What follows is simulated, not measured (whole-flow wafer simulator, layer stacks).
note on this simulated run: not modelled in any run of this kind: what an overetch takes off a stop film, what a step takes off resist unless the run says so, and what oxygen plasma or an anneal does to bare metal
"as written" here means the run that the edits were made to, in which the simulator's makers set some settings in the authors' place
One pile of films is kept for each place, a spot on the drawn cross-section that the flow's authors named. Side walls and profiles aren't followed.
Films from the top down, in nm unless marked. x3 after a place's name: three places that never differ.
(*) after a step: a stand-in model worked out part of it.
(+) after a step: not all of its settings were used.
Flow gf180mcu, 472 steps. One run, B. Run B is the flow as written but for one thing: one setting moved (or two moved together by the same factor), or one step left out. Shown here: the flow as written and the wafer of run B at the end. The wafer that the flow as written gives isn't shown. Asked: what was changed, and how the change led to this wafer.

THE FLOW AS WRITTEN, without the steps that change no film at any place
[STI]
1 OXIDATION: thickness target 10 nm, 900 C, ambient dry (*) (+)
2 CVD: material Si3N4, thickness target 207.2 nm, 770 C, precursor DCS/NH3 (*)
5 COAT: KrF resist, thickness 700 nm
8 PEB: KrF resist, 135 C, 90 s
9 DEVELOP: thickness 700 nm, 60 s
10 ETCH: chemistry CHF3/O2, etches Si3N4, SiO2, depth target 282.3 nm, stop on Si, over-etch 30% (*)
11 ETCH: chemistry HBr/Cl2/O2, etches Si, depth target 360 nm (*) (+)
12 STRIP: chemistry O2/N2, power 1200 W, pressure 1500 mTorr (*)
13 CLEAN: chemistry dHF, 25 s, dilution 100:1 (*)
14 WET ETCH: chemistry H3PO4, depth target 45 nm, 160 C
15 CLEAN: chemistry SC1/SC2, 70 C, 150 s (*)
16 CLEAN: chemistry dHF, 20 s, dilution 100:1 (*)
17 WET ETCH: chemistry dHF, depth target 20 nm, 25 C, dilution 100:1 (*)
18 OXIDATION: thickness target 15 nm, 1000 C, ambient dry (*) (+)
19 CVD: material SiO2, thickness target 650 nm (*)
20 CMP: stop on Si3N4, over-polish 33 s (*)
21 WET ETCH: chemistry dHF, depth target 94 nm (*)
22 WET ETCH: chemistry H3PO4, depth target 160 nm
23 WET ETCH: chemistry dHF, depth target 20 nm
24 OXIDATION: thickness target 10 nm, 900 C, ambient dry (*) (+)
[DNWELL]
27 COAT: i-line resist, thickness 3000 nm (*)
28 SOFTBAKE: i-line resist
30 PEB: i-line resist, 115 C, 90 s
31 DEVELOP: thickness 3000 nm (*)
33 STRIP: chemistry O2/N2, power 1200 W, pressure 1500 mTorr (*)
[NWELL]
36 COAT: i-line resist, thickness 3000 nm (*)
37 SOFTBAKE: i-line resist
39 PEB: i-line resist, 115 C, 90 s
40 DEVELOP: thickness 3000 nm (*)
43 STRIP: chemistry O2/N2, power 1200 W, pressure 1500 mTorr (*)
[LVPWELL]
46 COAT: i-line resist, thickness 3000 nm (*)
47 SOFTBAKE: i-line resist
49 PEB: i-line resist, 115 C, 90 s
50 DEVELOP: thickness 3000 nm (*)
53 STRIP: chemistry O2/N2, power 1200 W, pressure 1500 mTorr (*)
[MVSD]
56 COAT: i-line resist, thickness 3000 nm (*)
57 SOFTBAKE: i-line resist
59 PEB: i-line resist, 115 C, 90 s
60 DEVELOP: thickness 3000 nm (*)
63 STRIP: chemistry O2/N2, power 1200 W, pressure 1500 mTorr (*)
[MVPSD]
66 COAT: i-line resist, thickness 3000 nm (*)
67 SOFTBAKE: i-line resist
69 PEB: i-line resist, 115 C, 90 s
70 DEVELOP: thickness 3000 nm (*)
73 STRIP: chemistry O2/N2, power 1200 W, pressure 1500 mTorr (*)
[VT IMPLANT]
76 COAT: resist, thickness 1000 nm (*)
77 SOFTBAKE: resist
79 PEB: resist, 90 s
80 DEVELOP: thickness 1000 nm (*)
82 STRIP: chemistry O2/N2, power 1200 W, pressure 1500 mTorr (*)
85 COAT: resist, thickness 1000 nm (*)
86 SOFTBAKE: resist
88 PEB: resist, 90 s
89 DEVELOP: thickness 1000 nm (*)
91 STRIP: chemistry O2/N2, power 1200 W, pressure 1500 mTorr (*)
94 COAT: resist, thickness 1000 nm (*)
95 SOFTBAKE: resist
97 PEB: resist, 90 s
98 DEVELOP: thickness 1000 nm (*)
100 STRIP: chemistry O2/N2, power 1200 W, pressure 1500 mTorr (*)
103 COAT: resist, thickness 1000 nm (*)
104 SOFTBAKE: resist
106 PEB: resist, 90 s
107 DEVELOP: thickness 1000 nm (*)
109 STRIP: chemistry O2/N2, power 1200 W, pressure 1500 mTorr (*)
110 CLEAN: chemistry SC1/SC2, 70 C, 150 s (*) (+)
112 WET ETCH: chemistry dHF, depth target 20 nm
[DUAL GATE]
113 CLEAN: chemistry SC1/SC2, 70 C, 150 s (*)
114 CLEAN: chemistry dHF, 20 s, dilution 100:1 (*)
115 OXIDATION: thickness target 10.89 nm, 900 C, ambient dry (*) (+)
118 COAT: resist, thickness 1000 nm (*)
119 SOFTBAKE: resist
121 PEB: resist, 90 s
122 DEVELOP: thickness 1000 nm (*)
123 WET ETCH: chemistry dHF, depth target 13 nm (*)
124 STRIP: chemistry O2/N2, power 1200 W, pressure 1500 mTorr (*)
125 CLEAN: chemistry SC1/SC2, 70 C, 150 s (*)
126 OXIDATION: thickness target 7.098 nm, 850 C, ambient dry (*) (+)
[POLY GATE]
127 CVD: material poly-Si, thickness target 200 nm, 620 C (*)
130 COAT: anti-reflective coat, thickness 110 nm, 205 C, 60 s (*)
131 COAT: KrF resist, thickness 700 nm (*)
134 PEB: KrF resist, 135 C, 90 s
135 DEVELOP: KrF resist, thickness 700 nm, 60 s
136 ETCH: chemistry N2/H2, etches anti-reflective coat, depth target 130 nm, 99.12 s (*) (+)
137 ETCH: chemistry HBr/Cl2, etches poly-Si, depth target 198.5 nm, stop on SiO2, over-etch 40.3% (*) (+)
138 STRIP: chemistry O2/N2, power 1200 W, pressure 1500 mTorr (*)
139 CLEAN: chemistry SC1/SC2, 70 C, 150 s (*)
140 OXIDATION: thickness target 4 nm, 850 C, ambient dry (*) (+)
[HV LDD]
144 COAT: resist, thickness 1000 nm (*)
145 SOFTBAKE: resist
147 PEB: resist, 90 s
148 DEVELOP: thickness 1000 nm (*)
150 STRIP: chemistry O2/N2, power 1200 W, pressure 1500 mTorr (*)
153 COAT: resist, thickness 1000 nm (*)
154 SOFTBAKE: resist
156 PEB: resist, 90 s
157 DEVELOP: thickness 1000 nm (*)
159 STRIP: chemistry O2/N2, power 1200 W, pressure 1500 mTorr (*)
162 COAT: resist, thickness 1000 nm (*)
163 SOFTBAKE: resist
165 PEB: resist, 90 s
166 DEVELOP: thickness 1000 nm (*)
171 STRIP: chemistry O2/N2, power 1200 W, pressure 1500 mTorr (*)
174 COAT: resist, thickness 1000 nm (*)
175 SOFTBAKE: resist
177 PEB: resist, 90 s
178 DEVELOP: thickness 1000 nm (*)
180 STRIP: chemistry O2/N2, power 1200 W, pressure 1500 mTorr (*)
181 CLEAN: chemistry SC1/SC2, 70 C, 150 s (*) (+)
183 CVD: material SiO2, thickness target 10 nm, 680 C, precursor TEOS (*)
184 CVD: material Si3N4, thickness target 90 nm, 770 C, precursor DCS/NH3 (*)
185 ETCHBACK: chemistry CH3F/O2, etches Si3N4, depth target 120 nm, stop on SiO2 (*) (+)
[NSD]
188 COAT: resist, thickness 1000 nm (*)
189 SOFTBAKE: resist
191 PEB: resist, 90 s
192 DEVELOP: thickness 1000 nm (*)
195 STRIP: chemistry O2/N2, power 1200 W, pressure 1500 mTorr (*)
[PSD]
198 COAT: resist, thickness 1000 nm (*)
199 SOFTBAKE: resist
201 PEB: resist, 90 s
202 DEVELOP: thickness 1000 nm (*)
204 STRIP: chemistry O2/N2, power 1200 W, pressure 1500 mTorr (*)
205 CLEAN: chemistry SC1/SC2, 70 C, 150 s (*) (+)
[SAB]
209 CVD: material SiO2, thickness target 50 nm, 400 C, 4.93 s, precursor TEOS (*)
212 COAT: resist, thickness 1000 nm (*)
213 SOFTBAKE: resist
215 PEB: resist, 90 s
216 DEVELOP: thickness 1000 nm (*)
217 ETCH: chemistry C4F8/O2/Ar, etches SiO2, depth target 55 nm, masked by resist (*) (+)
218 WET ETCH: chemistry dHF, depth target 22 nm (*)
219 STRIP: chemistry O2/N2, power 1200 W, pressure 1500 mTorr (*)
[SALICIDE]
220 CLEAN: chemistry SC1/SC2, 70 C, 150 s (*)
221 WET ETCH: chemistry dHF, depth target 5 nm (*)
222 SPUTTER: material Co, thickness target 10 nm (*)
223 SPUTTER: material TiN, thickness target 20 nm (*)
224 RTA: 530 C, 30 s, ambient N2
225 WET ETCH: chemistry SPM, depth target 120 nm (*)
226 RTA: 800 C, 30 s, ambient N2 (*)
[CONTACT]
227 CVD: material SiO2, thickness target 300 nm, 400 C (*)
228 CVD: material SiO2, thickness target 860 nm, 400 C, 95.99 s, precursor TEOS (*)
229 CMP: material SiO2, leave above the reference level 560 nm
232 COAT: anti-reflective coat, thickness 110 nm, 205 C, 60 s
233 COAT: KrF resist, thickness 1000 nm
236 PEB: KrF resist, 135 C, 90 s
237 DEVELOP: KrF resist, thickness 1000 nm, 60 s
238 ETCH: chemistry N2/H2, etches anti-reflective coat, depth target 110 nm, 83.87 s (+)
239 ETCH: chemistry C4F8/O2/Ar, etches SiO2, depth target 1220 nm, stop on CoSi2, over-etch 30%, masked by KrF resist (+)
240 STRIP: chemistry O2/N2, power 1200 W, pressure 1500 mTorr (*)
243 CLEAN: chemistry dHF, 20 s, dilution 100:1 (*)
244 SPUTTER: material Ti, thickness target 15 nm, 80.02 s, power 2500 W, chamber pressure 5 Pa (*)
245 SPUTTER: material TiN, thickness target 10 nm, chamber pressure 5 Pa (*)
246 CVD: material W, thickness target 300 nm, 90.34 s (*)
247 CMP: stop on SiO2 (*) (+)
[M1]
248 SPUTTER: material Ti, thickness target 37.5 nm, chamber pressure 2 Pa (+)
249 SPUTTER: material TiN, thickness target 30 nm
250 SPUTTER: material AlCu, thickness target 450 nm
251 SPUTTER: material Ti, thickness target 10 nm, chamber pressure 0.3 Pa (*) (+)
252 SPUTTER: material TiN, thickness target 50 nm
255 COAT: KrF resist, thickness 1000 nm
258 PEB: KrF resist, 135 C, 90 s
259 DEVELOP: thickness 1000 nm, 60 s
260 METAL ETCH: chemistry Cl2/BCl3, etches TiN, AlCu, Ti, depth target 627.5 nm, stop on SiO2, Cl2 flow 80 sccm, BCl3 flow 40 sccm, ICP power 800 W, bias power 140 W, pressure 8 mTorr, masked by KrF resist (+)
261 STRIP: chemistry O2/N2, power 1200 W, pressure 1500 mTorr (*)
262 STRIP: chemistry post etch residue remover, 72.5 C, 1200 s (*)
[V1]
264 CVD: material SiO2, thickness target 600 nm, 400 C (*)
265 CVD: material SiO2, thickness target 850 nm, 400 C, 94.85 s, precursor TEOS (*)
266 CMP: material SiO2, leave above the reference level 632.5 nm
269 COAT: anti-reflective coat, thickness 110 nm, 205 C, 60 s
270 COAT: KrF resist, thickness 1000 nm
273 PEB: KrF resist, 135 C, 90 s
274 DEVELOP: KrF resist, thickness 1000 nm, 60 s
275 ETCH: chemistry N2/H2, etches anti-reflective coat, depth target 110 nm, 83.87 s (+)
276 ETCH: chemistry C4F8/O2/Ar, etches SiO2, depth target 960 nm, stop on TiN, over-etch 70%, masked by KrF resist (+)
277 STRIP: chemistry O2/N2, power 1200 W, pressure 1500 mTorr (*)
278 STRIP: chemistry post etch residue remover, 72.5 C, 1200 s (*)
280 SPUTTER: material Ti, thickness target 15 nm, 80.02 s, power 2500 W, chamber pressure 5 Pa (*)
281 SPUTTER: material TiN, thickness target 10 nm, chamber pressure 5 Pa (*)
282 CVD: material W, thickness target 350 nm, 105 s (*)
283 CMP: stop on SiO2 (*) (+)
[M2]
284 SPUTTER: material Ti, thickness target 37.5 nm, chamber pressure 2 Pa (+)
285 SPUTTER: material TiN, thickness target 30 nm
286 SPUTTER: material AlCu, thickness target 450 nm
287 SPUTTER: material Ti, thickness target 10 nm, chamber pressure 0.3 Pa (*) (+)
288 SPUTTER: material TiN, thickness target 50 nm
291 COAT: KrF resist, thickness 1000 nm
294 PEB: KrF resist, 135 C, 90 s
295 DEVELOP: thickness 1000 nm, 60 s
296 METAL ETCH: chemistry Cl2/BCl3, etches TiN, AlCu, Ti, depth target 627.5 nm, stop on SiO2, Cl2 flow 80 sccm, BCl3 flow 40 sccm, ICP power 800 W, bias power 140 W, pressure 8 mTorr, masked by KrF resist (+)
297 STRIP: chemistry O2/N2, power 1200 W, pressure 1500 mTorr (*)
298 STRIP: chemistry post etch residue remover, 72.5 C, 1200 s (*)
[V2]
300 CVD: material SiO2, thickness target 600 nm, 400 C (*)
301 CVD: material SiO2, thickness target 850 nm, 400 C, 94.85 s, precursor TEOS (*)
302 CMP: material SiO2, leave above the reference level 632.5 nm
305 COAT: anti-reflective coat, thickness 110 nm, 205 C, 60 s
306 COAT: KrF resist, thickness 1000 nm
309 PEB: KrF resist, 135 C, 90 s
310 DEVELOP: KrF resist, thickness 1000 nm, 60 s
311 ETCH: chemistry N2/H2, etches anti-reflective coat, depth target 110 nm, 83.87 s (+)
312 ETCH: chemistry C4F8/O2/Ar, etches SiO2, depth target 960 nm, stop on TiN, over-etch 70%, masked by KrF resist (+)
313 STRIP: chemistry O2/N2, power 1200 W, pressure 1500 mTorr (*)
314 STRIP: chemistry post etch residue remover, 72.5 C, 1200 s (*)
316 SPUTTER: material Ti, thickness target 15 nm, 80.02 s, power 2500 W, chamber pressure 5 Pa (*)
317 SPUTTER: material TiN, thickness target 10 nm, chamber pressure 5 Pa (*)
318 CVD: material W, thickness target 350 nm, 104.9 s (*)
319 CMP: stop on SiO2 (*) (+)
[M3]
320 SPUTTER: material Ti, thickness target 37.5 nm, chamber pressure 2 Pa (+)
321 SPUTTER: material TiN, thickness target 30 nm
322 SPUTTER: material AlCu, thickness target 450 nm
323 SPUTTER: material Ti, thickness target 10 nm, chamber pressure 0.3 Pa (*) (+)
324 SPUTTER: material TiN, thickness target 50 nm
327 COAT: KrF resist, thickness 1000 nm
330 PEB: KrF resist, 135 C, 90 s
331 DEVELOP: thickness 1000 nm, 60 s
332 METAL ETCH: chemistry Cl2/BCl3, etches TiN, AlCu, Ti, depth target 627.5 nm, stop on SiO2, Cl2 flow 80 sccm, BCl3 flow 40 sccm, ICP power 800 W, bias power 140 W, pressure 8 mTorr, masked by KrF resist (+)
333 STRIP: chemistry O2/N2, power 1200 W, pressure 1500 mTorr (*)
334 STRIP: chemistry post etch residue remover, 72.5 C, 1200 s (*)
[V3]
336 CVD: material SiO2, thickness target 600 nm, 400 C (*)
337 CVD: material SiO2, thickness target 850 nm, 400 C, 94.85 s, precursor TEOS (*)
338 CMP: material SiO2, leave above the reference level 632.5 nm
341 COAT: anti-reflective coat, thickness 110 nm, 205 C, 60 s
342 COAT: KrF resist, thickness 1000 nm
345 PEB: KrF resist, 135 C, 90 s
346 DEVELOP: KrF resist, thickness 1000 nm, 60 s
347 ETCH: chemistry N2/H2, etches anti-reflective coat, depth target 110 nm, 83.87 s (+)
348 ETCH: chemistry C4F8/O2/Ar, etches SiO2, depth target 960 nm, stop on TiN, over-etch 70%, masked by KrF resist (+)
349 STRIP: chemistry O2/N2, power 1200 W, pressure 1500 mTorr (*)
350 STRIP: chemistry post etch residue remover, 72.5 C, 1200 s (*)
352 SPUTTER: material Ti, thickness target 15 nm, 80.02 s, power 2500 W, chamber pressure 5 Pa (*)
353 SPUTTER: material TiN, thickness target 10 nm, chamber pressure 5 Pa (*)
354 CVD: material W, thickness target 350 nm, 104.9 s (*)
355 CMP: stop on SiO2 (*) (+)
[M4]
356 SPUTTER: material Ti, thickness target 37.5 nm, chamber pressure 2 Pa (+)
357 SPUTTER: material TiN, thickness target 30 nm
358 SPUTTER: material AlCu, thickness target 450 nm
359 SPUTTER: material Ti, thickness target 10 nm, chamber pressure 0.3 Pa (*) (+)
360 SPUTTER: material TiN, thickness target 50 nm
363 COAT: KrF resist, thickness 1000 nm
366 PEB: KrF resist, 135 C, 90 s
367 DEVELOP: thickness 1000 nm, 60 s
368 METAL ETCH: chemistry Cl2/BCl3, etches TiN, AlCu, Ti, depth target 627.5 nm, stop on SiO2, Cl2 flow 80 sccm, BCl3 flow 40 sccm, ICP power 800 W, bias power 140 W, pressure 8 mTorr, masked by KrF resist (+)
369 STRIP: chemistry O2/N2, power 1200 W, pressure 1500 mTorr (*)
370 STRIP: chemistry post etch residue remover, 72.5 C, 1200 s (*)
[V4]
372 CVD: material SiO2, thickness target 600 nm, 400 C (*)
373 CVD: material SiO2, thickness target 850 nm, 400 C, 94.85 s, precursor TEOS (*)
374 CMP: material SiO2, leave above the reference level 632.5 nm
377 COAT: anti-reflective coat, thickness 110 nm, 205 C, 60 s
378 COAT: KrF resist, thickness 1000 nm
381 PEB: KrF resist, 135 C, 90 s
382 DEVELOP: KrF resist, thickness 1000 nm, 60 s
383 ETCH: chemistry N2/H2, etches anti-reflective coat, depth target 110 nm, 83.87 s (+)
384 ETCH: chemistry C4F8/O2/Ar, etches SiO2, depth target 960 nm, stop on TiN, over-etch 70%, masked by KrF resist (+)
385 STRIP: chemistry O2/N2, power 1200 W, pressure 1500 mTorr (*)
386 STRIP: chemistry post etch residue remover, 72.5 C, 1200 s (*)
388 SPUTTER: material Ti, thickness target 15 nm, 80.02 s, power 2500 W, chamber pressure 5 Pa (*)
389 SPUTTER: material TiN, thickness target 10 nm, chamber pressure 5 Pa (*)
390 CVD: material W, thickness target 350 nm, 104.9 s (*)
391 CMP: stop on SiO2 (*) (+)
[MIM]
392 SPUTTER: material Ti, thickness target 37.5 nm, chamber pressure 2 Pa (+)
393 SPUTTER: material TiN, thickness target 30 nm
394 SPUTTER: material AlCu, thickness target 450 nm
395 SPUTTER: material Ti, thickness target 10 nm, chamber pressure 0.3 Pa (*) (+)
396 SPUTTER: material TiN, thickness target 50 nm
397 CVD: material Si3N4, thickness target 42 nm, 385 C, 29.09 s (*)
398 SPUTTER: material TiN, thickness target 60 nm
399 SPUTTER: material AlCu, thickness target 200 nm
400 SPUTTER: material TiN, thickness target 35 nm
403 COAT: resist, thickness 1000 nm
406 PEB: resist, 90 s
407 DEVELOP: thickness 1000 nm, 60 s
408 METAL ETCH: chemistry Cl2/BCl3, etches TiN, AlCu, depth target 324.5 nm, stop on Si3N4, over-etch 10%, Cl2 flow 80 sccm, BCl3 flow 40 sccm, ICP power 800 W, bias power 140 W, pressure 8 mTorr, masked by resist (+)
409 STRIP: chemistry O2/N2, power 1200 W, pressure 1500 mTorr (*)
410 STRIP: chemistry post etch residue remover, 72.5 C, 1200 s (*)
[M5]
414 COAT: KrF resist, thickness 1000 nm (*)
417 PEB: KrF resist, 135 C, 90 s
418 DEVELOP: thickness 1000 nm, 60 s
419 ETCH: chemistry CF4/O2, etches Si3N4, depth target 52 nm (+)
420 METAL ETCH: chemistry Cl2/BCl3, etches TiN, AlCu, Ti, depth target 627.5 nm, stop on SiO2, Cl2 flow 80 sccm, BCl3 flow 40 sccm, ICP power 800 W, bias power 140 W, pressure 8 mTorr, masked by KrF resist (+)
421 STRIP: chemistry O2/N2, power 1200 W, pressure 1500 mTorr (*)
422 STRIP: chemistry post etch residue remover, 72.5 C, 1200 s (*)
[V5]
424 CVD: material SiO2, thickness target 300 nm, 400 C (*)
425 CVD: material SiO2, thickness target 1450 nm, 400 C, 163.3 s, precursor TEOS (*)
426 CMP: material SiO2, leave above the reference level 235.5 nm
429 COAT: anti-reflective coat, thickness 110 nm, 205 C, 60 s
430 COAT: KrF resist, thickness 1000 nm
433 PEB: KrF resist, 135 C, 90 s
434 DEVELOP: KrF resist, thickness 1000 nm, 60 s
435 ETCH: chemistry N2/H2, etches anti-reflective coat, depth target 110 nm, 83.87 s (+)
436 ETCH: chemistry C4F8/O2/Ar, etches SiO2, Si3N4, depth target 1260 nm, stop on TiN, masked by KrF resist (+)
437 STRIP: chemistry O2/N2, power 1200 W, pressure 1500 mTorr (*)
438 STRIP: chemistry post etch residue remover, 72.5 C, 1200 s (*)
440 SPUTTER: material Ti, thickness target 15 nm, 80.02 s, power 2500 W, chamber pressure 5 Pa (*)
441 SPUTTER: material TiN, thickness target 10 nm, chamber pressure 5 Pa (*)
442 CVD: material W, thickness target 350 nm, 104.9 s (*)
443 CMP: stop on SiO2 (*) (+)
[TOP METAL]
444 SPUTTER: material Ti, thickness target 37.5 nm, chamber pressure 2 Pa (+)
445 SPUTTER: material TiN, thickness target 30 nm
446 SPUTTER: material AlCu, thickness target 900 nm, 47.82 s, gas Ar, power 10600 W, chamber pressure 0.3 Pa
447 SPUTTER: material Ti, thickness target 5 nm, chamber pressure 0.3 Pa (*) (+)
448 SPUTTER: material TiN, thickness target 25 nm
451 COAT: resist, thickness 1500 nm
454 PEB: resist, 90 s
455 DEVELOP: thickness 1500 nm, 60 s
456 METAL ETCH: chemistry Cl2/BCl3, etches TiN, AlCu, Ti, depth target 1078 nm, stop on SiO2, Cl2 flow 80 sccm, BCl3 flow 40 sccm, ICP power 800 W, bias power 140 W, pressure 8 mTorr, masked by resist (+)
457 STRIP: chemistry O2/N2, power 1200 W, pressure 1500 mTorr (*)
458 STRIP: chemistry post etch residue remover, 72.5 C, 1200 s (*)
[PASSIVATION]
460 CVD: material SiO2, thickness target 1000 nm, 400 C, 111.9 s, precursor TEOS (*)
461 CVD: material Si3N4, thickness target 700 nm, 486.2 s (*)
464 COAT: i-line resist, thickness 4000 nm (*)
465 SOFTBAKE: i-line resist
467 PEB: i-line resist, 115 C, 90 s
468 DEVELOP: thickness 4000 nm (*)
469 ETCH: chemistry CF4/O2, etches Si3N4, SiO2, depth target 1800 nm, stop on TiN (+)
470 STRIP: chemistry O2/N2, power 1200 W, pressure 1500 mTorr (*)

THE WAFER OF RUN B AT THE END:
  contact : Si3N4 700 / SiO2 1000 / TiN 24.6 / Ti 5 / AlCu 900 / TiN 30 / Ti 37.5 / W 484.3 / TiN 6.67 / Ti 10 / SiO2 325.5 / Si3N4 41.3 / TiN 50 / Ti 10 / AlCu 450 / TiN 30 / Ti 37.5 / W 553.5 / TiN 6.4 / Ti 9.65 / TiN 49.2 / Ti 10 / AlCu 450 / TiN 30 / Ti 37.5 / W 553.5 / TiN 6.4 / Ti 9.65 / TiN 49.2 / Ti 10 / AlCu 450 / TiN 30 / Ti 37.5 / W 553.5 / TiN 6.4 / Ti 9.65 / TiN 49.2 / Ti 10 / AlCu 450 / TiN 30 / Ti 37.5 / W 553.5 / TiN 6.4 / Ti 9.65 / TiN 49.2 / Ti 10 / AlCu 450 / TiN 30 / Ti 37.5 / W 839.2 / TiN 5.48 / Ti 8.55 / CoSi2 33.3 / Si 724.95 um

The cause: step 436, ETCH: depth target 504 nm was run, where the flow has depth target 1260 nm.

How the change led to this, step by step:
  436 ETCH: chemistry C4F8/O2/Ar, etches SiO2, Si3N4, depth target 1260 nm, stop on TiN, masked by KrF resist (+)
      contact: SiO2 -504 (as written it would be: SiO2 -829.5 (all of it), Si3N4 -41.3 (all of it))
      field, field__w1, field__w2 and 108 more: KrF resist -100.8 (as written it would be: KrF resist -252)
  437 STRIP: chemistry O2/N2, power 1200 W, pressure 1500 mTorr (*)
      field, field__w1, field__w2 and 108 more: KrF resist -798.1 (all of it), anti-reflective coat -110 (all of it) (as written it would be: KrF resist -646.9 (all of it), anti-reflective coat -110 (all of it))
  440 SPUTTER: material Ti, thickness target 15 nm, 80.02 s, power 2500 W, chamber pressure 5 Pa (*)
      contact: Ti +10 (new film) (as written it would be: Ti +8.12 (new film))
  441 SPUTTER: material TiN, thickness target 10 nm, chamber pressure 5 Pa (*)
      contact: TiN +6.67 (new film) (as written it would be: TiN +5.38 (new film))
  442 CVD: material W, thickness target 350 nm, 104.9 s (*)
      contact: W +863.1 (new film) (as written it would be: W +1233.6 (new film))
Counting metal films that touch as one body, contact has 2 bodies (between them, from the top down: SiO2 325.5 / Si3N4 41.3); the flow as written gives 1 body.
